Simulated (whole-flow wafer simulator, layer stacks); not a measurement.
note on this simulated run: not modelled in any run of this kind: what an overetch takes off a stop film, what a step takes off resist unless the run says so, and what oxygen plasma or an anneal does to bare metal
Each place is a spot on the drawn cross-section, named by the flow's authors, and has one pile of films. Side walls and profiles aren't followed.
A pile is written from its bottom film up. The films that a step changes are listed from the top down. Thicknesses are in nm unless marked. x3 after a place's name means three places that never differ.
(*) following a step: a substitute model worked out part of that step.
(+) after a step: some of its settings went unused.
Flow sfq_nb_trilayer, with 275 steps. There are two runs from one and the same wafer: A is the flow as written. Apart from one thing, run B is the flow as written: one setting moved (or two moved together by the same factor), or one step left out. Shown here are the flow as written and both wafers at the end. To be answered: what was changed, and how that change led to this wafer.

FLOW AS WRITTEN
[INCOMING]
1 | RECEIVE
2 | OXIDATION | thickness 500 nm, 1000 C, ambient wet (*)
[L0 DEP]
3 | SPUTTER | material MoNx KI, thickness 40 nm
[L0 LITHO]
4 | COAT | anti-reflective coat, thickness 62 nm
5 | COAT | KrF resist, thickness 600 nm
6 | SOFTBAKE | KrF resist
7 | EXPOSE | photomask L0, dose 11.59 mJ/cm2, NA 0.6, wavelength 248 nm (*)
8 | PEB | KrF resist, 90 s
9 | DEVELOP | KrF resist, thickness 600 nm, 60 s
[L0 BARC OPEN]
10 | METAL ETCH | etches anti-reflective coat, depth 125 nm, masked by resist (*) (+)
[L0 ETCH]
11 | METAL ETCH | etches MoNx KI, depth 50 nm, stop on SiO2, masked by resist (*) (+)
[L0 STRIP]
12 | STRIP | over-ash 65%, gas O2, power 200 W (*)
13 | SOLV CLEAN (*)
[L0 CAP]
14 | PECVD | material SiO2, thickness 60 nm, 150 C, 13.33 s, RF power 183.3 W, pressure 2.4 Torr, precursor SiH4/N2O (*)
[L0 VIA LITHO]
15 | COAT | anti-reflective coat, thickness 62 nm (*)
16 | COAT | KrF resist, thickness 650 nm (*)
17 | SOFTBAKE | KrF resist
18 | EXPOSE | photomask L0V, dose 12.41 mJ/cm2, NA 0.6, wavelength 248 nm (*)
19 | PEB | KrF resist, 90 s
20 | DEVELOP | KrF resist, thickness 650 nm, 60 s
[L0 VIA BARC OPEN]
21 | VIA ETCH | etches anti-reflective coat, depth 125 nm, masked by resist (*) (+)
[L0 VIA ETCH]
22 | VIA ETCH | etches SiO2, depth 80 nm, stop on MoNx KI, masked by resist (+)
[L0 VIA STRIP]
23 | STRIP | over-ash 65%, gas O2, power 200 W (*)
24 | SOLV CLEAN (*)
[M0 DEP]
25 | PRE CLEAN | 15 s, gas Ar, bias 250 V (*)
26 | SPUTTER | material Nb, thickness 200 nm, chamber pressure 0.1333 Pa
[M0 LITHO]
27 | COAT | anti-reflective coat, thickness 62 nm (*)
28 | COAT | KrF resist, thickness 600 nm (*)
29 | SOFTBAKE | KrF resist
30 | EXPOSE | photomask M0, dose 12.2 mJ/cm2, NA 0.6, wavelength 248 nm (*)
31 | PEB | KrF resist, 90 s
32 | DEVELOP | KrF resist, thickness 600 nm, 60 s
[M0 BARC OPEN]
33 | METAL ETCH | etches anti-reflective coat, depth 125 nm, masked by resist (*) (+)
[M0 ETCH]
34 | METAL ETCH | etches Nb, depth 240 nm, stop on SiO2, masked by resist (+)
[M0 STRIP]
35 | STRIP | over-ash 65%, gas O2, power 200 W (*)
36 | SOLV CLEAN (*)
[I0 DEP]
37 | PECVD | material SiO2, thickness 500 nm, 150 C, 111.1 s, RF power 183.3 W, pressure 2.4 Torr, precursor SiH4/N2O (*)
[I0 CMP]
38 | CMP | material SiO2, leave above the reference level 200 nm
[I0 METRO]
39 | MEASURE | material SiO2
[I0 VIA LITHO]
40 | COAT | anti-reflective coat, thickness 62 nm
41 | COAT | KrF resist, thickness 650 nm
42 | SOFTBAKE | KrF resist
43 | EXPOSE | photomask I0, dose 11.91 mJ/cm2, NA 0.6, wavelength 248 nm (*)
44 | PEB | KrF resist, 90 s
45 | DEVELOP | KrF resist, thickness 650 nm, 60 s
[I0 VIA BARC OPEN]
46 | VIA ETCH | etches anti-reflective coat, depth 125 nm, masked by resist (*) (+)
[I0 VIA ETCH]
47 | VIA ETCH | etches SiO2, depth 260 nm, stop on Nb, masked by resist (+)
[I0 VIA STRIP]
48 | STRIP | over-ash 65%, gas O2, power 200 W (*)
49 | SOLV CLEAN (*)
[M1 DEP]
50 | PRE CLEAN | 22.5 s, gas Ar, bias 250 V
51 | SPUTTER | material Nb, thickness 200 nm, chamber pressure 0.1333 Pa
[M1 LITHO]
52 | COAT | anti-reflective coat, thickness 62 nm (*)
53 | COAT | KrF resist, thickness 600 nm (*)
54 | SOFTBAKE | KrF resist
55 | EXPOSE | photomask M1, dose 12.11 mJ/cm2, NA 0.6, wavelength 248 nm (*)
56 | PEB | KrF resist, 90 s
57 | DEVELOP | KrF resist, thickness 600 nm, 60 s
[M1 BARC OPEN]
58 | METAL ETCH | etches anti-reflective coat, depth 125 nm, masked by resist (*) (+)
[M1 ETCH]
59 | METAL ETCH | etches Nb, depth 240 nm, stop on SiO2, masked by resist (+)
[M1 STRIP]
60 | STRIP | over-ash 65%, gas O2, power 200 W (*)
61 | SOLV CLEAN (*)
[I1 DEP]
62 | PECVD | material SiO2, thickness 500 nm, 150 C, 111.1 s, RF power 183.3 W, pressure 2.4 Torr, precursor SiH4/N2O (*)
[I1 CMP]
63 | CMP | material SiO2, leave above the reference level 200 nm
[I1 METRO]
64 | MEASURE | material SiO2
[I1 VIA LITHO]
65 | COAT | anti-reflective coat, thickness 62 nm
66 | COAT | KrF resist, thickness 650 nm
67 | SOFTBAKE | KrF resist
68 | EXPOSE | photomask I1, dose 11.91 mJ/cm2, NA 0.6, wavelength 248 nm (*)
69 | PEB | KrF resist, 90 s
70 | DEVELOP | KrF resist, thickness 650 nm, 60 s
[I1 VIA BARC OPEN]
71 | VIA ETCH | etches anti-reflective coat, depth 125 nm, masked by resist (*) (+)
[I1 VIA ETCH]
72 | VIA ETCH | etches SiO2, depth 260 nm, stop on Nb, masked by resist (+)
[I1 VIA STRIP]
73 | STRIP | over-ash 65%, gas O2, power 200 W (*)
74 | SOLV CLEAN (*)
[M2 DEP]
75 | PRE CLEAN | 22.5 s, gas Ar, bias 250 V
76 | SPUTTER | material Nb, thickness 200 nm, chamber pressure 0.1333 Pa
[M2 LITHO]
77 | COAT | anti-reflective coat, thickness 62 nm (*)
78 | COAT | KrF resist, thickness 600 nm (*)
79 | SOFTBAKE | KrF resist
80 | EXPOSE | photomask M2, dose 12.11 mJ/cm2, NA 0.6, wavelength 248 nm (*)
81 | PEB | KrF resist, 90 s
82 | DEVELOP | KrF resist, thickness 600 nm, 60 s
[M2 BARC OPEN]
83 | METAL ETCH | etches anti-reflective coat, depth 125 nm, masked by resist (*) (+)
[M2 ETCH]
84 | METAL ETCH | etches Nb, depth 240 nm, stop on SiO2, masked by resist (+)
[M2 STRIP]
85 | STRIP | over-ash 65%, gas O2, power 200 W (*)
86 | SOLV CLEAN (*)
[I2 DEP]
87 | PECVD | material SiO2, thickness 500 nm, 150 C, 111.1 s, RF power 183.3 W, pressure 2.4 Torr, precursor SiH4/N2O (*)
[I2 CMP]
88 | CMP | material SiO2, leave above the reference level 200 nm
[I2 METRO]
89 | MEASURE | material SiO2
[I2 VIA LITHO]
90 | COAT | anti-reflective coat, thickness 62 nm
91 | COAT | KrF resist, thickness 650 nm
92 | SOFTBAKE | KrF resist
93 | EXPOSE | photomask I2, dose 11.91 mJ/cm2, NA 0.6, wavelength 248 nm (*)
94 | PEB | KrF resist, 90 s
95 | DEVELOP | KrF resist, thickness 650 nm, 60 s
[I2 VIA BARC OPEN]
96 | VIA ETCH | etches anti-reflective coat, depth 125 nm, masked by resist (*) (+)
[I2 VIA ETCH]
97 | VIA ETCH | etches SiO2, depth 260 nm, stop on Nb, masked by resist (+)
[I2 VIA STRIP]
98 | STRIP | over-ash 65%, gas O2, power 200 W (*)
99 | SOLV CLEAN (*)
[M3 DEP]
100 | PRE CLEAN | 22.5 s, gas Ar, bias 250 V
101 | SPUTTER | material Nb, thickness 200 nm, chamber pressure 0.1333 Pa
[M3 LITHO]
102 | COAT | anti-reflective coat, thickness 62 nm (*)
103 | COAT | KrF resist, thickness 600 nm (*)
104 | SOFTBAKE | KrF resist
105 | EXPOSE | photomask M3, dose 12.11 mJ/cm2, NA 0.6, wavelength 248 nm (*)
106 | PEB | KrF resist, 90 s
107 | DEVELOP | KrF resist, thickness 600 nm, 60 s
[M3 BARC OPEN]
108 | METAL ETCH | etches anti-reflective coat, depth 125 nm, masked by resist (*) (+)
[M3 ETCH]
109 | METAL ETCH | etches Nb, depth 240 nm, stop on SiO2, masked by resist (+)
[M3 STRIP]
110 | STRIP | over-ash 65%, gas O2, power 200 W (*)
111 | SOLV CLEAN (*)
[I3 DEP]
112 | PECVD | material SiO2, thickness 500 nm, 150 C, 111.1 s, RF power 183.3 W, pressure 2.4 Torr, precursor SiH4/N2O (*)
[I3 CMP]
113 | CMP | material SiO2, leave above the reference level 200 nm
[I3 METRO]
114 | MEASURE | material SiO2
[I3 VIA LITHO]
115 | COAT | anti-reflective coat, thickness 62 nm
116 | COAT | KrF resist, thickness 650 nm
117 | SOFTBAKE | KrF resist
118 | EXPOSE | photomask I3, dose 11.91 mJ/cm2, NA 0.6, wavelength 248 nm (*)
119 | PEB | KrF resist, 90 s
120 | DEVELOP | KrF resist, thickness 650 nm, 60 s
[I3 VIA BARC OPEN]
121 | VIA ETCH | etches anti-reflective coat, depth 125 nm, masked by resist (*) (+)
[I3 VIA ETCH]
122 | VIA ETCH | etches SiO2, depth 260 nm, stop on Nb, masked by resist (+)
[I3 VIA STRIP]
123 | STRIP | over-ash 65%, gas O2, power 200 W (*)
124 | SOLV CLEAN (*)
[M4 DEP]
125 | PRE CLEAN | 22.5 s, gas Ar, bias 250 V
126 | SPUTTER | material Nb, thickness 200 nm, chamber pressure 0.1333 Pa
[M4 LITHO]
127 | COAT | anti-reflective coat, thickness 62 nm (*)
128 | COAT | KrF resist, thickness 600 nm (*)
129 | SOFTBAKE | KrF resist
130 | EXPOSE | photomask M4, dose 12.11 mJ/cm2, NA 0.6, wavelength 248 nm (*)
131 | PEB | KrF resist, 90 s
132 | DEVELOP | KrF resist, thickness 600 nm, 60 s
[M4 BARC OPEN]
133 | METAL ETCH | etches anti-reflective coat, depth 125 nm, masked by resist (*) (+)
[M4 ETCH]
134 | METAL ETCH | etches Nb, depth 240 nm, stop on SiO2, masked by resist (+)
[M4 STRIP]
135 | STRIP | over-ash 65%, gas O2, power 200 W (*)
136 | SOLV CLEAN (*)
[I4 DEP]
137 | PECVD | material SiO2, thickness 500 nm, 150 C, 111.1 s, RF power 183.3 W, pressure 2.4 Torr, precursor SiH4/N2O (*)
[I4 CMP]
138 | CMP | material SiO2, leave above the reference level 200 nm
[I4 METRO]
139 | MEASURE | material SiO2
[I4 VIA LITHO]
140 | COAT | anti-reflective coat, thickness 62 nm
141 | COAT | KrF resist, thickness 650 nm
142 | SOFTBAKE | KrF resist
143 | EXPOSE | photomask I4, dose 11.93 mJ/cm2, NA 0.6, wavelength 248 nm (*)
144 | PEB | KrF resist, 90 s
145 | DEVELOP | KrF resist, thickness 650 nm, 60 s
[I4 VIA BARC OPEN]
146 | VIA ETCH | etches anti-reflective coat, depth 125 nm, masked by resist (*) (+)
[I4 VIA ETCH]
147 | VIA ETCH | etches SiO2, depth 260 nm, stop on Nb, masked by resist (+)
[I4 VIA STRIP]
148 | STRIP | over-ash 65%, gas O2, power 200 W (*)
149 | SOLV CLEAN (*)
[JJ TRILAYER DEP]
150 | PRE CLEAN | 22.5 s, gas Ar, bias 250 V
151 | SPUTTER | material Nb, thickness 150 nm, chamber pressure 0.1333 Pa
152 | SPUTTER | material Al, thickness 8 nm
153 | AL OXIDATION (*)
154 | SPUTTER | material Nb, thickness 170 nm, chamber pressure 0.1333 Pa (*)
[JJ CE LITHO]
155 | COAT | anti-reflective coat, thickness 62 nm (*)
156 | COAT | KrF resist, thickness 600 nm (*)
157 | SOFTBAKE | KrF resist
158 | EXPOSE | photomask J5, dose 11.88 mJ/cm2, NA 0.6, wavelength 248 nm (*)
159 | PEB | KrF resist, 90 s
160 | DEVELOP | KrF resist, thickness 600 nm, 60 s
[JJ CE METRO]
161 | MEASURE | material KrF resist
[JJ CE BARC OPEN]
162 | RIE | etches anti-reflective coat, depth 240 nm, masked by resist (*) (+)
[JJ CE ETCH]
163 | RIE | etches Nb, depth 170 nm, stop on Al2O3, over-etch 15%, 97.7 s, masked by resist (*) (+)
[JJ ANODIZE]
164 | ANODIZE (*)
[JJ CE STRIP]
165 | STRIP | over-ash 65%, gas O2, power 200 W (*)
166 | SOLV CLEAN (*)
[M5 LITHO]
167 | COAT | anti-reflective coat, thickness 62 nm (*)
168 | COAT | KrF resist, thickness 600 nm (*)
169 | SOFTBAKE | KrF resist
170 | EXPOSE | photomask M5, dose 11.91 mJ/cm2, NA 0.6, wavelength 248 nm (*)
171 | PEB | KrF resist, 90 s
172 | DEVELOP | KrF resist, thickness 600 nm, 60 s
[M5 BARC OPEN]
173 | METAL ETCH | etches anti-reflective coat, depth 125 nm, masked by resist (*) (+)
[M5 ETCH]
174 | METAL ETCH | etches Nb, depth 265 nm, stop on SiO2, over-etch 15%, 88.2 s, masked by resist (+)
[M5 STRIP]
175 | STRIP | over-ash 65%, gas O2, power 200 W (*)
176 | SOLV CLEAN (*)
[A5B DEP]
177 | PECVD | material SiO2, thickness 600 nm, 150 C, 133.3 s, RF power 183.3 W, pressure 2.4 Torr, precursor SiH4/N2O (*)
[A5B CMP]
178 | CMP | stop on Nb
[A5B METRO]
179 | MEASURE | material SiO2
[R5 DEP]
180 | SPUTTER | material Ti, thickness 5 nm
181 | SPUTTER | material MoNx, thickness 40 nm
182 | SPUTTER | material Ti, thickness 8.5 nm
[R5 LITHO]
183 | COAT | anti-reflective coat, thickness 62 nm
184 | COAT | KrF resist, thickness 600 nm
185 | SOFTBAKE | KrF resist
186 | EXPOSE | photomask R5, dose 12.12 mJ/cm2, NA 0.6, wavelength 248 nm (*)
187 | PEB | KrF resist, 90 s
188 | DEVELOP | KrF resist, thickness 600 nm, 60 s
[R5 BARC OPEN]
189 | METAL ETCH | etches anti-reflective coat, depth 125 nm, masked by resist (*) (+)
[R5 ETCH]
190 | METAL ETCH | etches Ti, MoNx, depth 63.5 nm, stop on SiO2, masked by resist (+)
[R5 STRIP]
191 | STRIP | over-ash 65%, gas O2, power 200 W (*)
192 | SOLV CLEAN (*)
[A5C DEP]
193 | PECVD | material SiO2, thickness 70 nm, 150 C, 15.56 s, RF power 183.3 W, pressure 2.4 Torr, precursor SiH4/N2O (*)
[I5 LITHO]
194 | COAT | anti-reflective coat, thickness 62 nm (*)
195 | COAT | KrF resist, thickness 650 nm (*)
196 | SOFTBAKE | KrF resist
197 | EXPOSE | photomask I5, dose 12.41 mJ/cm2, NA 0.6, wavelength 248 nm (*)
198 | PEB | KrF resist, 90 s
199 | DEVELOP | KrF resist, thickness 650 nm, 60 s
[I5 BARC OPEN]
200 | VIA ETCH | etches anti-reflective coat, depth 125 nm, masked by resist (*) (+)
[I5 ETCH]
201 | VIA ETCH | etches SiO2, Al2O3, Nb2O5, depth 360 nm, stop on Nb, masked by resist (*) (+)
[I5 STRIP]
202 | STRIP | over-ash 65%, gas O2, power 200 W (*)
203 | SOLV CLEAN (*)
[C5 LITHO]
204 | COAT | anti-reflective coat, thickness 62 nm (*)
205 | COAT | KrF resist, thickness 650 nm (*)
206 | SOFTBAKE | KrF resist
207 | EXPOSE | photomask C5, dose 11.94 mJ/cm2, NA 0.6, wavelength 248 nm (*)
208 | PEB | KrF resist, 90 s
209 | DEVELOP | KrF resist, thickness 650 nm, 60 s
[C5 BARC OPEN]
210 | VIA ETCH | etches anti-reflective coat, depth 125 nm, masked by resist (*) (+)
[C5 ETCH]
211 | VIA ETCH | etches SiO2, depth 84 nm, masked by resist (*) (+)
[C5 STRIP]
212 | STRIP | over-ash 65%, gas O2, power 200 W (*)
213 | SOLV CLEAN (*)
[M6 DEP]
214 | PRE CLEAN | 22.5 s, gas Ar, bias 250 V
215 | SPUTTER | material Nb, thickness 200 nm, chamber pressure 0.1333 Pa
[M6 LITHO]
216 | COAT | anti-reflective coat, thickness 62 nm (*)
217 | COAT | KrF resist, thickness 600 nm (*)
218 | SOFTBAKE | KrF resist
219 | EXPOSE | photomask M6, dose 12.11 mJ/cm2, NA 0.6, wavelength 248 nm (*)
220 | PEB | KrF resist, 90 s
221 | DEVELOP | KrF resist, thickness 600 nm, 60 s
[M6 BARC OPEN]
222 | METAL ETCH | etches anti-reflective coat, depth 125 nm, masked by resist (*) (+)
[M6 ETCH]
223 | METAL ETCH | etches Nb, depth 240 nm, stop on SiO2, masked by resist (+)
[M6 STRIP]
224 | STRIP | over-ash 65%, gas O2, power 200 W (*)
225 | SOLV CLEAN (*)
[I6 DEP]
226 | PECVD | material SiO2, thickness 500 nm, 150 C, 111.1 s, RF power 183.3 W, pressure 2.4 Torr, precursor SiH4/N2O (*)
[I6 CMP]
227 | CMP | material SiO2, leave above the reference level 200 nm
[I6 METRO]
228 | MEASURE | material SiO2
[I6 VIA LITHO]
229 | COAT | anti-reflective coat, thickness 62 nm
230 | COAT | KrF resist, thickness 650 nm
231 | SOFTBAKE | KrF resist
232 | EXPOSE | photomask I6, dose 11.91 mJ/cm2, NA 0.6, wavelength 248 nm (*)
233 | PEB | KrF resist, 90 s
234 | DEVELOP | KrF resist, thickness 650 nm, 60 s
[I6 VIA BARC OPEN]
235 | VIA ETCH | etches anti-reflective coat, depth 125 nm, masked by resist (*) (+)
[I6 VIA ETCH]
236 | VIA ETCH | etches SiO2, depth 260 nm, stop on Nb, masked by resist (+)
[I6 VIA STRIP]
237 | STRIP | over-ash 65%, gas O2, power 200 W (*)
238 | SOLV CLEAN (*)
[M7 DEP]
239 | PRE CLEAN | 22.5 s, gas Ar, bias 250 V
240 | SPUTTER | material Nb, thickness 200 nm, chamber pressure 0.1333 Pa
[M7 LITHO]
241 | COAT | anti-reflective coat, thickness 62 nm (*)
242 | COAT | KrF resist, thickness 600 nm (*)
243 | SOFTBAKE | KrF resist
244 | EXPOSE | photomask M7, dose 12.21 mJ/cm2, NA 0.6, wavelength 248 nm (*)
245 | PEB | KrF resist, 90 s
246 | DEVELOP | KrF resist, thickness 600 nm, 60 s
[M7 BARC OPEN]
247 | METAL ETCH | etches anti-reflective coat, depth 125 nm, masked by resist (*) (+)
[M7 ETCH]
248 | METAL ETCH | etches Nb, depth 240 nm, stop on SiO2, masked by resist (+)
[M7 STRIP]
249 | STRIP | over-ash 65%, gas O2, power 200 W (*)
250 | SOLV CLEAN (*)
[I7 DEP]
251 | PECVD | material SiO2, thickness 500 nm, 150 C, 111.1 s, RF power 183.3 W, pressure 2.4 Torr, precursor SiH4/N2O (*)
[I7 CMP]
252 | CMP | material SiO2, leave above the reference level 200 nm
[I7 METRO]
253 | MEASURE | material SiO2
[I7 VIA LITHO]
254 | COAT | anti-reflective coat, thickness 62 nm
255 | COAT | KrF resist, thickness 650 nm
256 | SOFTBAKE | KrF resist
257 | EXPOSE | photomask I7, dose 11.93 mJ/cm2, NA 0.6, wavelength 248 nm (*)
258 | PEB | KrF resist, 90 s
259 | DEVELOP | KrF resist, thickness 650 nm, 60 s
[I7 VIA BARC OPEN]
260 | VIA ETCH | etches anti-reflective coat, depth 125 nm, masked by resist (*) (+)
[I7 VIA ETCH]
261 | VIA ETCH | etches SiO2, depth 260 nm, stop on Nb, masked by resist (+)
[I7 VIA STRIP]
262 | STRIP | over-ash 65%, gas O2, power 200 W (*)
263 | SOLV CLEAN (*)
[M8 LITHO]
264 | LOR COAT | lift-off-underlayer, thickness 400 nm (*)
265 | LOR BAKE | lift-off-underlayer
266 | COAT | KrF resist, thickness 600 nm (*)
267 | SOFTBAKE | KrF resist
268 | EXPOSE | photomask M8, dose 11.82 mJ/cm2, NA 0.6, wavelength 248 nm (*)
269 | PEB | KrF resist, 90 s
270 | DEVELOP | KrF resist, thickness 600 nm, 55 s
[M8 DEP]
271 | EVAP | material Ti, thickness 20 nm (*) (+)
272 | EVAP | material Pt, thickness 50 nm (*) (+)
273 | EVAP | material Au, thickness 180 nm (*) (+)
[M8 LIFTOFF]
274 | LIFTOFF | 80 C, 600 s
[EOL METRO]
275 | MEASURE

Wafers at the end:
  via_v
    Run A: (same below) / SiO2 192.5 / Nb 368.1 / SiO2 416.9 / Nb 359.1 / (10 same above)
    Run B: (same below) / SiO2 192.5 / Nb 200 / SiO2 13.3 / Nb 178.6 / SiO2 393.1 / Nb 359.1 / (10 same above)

Cause: step 72, VIA ETCH: depth 179 nm was run, whereas the flow has depth 260 nm.

Step by step, how the change led to this:
  72 | VIA ETCH | etches SiO2, depth 260 nm, stop on Nb, masked by resist (+)
      via_v: A -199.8 SiO2 (all of it) | B -179 SiO2
      field_l, v_sur, via_wl and 102 more: A -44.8 KrF resist | B -30.9 KrF resist
  73 | STRIP | over-ash 65%, gas O2, power 200 W (*)
      field_l, v_sur, via_wl and 102 more: A -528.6 KrF resist (all of it), -62 anti-reflective coat (all of it) | B -542.6 KrF resist (all of it), -62 anti-reflective coat (all of it)
  75 | PRE CLEAN | 22.5 s, gas Ar, bias 250 V
      via_v: A -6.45 Nb | B -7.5 SiO2
  76 | SPUTTER | material Nb, thickness 200 nm, chamber pressure 0.1333 Pa
      via_v: A +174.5 Nb | B +178.6 Nb (new film)
  77 | COAT | anti-reflective coat, thickness 62 nm (*)
      via_v: A +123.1 anti-reflective coat (new film) | B +118.8 anti-reflective coat (new film)
  78 | COAT | KrF resist, thickness 600 nm (*)
      via_v: A +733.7 KrF resist (new film) | B +717.4 KrF resist (new film)
  85 | STRIP | over-ash 65%, gas O2, power 200 W (*)
      via_v: A -515.8 KrF resist (all of it), -123.1 anti-reflective coat (all of it) | B -499.5 KrF resist (all of it), -118.8 anti-reflective coat (all of it)
  87 | PECVD | material SiO2, thickness 500 nm, 150 C, 111.1 s, RF power 183.3 W, pressure 2.4 Torr, precursor SiH4/N2O (*)
      via_v: A +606 SiO2 (new film) | B +582.2 SiO2 (new film)
If metal films that touch count as one body, via_v has 7 bodies (between them, from the top down: SiO2 437.8; SiO2 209 / Al2O3 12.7 / Nb2O5 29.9; SiO2 425.9; SiO2 393.1; SiO2 13.3; SiO2 192.5); the flow as written gives 6 bodies (between them, from the top down: SiO2 437.8; SiO2 209 / Al2O3 12.7 / Nb2O5 29.9; SiO2 425.9; SiO2 416.9; SiO2 192.5).
